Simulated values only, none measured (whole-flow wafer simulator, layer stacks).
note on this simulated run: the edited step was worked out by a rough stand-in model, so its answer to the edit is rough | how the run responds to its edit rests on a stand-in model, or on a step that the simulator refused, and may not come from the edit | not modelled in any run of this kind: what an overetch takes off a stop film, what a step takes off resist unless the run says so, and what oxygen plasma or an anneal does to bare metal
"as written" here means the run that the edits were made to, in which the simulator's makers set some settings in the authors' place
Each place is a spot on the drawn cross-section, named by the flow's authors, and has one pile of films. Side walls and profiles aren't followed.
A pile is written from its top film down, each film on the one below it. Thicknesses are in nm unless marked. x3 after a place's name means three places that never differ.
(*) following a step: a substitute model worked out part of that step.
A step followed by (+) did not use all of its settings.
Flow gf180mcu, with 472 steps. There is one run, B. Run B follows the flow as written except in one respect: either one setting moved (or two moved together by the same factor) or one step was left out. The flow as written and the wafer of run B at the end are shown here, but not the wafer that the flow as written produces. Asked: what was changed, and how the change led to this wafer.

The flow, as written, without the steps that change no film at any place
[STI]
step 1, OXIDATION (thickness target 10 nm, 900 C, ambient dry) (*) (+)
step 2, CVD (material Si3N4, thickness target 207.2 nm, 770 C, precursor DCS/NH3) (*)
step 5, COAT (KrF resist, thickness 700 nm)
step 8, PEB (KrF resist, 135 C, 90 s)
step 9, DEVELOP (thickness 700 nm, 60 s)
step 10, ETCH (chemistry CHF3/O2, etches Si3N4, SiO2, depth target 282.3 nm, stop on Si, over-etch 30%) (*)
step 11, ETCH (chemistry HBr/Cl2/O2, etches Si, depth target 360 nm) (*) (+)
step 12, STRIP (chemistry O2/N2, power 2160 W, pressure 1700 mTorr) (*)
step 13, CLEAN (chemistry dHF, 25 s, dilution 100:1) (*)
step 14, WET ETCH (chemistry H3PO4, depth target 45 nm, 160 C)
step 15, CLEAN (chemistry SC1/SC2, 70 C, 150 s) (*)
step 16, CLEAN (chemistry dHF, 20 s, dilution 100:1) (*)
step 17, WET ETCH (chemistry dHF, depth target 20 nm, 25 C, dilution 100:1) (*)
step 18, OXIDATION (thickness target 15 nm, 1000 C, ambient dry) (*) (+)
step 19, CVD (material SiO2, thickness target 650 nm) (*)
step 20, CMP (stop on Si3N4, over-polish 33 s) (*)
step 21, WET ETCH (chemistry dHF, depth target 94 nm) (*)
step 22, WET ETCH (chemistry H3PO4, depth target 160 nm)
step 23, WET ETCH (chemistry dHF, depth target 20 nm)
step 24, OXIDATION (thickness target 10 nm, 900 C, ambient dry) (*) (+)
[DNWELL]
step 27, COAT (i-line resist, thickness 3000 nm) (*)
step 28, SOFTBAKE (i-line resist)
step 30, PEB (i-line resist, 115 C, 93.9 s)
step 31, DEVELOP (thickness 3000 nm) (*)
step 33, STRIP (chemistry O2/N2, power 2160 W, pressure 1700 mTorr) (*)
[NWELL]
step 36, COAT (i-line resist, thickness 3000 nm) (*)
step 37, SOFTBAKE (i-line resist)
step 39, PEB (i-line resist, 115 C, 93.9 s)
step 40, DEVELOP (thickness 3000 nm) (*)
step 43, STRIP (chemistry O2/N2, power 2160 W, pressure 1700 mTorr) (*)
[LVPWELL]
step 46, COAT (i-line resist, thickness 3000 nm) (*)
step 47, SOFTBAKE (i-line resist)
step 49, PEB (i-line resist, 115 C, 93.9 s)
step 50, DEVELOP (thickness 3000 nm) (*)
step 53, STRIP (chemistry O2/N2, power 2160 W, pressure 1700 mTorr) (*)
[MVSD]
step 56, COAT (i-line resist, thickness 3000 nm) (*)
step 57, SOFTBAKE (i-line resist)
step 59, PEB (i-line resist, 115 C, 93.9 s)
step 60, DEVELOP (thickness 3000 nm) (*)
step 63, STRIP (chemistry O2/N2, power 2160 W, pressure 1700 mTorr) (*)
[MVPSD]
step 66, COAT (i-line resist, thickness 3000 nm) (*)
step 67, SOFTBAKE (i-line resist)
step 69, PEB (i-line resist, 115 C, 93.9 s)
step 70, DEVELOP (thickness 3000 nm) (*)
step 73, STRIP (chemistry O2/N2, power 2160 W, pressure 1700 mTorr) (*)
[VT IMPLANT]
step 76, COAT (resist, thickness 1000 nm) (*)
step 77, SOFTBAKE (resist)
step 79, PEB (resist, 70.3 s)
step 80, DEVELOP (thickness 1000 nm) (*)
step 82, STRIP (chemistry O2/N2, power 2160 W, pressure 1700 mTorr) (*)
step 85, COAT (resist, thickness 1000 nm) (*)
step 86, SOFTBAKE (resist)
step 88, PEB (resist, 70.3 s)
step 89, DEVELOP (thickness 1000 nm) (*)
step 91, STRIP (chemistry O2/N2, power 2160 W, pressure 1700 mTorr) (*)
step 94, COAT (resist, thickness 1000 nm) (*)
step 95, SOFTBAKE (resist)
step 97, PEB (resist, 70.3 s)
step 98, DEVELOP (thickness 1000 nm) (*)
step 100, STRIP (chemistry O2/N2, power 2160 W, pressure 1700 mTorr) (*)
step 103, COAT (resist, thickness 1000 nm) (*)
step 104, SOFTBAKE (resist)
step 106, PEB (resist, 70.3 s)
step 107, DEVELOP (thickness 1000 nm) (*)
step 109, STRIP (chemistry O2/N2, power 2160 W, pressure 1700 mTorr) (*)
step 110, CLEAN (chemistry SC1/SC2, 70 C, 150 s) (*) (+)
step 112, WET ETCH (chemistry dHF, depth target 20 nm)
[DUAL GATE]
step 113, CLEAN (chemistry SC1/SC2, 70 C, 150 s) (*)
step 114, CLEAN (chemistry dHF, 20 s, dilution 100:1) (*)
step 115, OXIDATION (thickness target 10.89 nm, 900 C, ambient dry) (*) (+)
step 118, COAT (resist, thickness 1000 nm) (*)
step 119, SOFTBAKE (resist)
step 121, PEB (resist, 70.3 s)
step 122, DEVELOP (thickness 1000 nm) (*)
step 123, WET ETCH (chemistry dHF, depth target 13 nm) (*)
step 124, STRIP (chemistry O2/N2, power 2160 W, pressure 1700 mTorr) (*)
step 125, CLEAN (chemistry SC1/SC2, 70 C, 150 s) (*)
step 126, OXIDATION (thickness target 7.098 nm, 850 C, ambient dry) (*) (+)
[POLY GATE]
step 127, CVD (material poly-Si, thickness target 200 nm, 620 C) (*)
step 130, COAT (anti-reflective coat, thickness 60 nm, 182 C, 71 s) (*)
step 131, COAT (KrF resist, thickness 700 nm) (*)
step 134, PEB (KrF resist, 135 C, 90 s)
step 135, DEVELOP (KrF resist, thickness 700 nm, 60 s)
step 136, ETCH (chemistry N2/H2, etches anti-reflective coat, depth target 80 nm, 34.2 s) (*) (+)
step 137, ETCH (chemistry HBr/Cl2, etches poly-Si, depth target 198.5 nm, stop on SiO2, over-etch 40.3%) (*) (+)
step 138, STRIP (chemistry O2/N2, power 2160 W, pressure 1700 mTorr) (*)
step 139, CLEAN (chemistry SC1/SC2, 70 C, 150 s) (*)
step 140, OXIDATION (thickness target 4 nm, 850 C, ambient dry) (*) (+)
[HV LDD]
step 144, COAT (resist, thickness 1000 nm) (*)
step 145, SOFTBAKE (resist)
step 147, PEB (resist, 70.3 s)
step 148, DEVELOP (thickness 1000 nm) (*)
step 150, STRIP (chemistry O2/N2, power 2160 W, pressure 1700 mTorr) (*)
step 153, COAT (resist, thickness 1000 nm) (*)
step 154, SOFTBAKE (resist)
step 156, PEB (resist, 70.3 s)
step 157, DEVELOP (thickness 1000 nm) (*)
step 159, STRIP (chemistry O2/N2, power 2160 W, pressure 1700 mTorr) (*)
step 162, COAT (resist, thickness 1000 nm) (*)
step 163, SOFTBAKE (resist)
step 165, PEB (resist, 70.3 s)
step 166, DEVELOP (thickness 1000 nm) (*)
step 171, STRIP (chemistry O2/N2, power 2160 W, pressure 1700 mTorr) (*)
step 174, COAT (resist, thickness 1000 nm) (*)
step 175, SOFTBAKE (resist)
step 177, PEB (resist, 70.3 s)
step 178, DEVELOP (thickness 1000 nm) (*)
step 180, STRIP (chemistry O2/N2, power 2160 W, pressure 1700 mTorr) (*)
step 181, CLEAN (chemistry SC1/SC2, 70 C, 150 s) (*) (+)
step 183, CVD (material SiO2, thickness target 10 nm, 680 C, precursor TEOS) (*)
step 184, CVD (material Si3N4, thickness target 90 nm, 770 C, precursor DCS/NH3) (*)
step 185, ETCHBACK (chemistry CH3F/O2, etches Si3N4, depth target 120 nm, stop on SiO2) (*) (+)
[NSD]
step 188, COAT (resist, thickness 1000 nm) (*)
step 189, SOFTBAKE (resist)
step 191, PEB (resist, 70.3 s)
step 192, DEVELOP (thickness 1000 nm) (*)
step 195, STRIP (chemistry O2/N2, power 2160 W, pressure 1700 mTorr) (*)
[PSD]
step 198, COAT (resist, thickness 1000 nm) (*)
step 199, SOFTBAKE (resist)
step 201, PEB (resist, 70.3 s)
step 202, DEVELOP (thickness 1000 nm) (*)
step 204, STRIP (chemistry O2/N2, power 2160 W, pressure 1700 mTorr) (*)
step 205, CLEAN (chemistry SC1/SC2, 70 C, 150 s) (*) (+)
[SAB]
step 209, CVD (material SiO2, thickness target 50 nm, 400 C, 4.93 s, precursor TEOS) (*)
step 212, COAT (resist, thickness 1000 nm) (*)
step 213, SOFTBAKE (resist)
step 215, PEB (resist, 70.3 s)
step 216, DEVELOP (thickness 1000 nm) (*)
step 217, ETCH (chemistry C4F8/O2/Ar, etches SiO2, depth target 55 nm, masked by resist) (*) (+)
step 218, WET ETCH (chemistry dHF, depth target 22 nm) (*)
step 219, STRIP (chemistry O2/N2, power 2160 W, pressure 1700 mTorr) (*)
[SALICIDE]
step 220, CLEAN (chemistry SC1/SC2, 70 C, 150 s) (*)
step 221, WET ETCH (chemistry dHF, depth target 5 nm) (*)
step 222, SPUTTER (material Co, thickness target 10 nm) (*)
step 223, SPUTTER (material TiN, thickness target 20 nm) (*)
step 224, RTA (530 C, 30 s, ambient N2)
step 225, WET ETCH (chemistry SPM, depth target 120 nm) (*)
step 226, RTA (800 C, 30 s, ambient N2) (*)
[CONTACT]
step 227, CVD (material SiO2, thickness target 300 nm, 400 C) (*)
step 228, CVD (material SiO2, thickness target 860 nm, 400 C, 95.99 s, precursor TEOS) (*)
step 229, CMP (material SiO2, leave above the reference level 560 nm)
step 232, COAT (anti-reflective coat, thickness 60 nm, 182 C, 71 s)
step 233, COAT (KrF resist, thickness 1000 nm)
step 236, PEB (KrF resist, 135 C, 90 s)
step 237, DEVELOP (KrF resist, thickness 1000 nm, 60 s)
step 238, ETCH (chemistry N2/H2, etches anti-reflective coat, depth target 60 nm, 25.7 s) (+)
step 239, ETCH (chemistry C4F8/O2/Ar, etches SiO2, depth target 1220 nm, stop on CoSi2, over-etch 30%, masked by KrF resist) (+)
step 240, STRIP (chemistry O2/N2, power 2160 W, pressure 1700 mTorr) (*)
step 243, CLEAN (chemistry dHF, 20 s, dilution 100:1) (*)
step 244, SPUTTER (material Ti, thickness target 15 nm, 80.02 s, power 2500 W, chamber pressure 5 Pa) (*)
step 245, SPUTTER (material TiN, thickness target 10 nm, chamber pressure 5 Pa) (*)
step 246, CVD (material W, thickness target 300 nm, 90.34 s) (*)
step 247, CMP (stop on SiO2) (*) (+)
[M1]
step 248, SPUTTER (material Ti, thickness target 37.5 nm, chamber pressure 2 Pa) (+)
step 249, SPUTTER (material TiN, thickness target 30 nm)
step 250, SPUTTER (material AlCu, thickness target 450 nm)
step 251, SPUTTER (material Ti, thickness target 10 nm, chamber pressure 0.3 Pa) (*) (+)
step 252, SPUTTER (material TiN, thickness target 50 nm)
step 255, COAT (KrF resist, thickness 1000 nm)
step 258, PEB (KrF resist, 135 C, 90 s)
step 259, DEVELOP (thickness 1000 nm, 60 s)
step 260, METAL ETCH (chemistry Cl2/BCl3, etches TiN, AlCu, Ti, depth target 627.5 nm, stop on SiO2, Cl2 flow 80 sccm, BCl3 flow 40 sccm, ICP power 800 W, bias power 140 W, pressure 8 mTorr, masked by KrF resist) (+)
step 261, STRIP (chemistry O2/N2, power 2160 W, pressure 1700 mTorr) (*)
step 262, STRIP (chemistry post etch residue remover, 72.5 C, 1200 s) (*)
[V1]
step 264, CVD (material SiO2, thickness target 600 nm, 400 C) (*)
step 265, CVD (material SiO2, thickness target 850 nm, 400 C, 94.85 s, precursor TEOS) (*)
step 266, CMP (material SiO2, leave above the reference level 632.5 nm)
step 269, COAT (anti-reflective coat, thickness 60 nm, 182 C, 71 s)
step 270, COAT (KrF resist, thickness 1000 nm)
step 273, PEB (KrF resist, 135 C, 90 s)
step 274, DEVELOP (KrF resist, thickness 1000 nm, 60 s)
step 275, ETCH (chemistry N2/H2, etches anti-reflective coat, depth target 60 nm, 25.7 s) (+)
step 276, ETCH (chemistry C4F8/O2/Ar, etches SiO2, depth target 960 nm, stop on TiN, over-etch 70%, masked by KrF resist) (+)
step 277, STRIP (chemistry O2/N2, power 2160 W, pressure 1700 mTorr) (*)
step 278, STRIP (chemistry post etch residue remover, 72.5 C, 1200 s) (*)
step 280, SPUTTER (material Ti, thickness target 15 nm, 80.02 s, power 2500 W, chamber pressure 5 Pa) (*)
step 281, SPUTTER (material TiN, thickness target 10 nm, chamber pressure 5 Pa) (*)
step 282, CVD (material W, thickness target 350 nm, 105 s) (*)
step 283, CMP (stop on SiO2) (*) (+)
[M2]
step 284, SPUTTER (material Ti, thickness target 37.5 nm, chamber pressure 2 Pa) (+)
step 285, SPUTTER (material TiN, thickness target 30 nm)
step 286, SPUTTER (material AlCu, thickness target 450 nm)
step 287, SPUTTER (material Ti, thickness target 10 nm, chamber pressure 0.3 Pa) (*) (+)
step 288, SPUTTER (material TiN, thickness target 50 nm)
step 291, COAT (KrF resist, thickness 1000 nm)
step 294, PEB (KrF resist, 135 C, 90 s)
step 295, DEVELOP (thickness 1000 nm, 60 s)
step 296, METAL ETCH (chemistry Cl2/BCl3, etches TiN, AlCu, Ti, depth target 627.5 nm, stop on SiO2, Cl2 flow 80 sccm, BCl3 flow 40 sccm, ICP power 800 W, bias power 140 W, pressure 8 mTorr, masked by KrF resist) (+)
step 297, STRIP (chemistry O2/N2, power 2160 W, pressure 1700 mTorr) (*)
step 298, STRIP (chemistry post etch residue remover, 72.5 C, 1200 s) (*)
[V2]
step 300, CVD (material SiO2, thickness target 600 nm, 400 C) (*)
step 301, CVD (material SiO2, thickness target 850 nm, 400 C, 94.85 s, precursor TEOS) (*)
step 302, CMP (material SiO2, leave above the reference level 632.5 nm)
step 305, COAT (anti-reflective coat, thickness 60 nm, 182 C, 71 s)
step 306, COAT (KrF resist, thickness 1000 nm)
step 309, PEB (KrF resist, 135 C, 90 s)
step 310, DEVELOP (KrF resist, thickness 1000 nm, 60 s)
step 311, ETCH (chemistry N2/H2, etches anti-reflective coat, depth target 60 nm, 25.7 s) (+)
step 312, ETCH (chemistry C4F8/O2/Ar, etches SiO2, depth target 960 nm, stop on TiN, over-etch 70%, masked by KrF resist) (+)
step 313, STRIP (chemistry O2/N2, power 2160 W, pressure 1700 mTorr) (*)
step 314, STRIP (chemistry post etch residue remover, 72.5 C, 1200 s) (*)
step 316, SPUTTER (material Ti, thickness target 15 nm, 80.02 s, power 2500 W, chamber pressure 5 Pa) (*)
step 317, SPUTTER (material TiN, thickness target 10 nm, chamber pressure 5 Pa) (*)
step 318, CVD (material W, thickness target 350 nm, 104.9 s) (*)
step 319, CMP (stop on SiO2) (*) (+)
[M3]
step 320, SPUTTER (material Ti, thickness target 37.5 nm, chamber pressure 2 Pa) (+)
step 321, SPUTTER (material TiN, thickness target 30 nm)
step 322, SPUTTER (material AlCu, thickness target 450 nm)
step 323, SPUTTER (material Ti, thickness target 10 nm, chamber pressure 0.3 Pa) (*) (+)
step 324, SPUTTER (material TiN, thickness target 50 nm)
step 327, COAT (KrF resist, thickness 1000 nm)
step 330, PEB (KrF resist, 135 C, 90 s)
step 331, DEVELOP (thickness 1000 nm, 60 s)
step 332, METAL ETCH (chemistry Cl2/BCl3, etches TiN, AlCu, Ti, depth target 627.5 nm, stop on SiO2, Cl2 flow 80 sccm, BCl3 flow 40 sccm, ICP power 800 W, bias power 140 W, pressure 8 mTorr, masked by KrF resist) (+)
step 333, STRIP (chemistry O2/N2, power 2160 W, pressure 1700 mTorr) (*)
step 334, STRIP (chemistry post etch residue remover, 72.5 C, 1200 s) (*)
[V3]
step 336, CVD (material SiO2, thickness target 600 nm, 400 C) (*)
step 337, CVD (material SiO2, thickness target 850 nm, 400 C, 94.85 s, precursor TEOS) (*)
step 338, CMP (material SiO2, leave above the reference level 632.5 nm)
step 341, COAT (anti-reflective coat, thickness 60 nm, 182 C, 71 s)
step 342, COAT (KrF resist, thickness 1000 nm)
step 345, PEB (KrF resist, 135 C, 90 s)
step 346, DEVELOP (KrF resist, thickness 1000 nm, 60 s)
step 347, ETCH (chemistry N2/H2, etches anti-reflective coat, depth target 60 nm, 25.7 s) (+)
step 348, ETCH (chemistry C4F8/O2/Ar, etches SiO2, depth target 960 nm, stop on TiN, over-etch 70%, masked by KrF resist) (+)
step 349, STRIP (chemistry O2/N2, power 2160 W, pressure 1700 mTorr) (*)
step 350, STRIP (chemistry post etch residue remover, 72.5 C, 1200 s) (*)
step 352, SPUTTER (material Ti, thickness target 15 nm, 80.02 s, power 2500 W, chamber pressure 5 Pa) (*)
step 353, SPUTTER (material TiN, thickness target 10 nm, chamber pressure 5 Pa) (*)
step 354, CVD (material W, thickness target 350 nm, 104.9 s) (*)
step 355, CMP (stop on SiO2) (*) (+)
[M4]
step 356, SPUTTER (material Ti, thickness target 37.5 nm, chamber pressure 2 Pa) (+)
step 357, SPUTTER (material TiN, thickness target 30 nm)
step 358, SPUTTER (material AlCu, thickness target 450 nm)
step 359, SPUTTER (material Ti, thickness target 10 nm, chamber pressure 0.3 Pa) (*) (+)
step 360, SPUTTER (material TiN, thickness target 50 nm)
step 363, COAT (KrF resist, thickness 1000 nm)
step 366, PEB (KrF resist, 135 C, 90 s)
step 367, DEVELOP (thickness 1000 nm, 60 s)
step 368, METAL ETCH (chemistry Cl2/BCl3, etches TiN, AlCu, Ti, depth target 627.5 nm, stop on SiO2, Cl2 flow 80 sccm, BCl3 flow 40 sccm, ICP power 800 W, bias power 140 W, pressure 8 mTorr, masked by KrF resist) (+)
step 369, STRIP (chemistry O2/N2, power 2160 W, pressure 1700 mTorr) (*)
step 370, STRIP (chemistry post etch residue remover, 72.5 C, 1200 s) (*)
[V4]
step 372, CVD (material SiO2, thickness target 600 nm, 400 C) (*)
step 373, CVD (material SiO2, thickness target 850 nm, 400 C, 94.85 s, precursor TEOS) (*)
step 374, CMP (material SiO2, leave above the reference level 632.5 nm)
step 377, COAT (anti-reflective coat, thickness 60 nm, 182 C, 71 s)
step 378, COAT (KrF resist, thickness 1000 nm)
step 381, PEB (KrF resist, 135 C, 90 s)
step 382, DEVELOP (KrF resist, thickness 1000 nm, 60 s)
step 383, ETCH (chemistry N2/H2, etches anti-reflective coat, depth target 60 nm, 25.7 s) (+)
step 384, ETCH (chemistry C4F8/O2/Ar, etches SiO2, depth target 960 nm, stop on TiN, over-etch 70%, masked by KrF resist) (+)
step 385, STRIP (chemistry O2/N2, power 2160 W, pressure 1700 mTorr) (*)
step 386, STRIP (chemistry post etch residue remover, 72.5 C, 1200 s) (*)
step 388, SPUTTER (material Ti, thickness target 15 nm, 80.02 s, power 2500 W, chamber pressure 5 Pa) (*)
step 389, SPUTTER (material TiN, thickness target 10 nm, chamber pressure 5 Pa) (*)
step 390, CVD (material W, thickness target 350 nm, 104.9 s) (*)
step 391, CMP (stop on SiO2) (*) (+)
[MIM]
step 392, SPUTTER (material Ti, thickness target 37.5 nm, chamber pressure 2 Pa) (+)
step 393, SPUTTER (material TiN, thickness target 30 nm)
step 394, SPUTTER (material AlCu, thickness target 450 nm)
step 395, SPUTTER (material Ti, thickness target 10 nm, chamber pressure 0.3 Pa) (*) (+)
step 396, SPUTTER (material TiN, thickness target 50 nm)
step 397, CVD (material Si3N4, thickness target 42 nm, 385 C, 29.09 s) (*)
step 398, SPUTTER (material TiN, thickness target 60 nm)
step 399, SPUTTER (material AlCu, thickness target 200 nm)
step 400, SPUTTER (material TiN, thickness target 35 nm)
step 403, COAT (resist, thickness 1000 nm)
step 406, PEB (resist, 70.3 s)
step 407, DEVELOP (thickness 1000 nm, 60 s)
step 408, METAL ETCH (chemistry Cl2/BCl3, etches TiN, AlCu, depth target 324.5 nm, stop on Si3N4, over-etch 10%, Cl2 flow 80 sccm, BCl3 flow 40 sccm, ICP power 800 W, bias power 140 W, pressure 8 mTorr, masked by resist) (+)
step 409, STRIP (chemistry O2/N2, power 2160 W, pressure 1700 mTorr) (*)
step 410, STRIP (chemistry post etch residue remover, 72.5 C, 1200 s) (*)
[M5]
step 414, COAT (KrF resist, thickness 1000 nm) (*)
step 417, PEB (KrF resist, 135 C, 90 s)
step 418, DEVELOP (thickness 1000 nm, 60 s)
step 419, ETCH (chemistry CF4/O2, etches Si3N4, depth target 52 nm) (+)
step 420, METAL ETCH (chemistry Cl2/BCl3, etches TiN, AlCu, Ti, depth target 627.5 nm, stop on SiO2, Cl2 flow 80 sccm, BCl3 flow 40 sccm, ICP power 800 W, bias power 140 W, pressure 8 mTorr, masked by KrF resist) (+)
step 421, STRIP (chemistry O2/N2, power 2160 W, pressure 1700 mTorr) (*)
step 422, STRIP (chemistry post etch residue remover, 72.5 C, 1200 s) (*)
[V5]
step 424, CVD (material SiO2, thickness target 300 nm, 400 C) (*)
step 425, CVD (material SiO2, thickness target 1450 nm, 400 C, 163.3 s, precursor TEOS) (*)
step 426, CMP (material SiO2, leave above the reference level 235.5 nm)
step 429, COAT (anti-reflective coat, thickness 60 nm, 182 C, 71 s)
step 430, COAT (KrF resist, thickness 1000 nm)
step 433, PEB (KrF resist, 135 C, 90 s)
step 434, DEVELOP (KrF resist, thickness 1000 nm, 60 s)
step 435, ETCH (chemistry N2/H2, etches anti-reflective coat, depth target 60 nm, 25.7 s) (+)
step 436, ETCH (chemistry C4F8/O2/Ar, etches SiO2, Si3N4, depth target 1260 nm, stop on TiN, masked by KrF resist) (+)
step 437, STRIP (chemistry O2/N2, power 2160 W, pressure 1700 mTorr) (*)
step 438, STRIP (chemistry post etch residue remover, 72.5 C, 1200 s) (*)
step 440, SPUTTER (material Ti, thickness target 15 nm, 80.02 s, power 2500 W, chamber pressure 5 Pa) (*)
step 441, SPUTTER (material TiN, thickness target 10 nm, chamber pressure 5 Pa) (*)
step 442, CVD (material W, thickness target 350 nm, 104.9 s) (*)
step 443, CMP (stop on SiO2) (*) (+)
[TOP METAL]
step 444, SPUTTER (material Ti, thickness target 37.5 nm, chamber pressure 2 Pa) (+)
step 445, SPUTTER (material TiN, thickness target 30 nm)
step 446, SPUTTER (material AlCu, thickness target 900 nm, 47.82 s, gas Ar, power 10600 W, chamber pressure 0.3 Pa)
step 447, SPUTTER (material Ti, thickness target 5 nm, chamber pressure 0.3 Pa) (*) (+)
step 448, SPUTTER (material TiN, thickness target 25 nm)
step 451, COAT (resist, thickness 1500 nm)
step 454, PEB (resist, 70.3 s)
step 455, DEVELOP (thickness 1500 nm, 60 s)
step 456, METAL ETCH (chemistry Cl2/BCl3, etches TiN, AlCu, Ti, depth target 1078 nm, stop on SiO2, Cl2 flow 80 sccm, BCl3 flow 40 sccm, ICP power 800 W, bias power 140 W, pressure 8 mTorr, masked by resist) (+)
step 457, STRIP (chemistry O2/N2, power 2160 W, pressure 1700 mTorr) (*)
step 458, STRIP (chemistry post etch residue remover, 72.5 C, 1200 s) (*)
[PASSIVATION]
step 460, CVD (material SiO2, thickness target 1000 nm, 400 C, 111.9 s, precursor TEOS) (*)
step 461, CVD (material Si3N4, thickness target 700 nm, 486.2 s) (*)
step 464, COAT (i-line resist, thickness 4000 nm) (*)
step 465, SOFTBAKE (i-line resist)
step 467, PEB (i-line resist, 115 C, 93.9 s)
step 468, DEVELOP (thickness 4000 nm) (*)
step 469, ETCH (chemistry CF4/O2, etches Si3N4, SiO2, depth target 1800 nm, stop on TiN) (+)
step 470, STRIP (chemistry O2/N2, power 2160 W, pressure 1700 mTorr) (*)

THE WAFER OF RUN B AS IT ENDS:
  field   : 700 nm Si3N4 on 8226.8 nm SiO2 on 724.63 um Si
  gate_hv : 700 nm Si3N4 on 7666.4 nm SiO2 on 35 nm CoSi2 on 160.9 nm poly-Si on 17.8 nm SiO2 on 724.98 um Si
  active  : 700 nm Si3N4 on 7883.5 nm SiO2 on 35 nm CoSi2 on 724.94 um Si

What caused this: step 115, OXIDATION: thickness target 14.81 nm was run, while the flow as written has thickness target 10.89 nm.

The path from the change to this, step by step:
  step 115, OXIDATION (thickness target 10.89 nm, 900 C, ambient dry) (*) (+)
      active, n_well, p_well and 40 more: SiO2 gains 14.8 (new film), Si loses 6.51 (as written it would have been: SiO2 gains 10.9 (new film), Si loses 4.79)
      sti, mim_1p0, pad and 19 more: SiO2 gains 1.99, Si loses 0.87 (as written it would have been: SiO2 gains 1.22, Si loses 0.54)
      (as well as at 27 more places)
  step 123, WET ETCH (chemistry dHF, depth target 13 nm) (*)
      active, n_well, p_well and 12 more: SiO2 loses 13 (as written it would have been: SiO2 loses 10.9 (all of it))
  step 124, STRIP (chemistry O2/N2, power 2160 W, pressure 1700 mTorr) (*)
      active, n_well, p_well and 12 more: nothing (as written it would have been: chemical SiO2 gains 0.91 (new film), Si loses 0.4)
  step 126, OXIDATION (thickness target 7.098 nm, 850 C, ambient dry) (*) (+)
      active, n_well, p_well and 12 more: SiO2 gains 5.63, Si loses 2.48 (as written it would have been: SiO2 gains 7.1 (new film), chemical SiO2 loses 0.76 (all of it), Si loses 2.79)
  step 130, COAT (anti-reflective coat, thickness 60 nm, 182 C, 71 s) (*)
      p_well, spacer, sd_n: anti-reflective coat gains 72.5 (new film) (as written it would have been: anti-reflective coat gains 70.9 (new film))
  step 136, ETCH (chemistry N2/H2, etches anti-reflective coat, depth target 80 nm, 34.2 s) (*) (+)
      p_well, spacer, sd_n: anti-reflective coat loses 72.5 (all of it), poly-Si loses 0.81 (as written it would have been: anti-reflective coat loses 70.9 (all of it), poly-Si loses 0.85)
  step 189, SOFTBAKE (resist)
      field__w9: resist loses 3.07 (as written it would have been: resist gains 6.92)
      active_hv: resist loses 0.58 (as written it would have been: resist gains 2.68)
      (as well as at 1 more place)
  step 199, SOFTBAKE (resist)
      field__w9: resist loses 3.07 (as written it would have been: resist gains 6.92)
      active_hv: resist loses 0.58 (as written it would have been: resist gains 2.68)
      (as well as at 1 more place)
  step 218, WET ETCH (chemistry dHF, depth target 22 nm) (*)
      ldn_tap, ldn_src, ldn_drn, ldp_tap, ldp_src, ldp_drn, ldp_gr: SiO2 loses 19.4 (all of it) (as written it would have been: SiO2 loses 16 (all of it))
      ld_drn_n, ld_sd_p: SiO2 loses 18.3 (all of it) (as written it would have been: SiO2 loses 14.8 (all of it))
      (as well as at 5 more places)
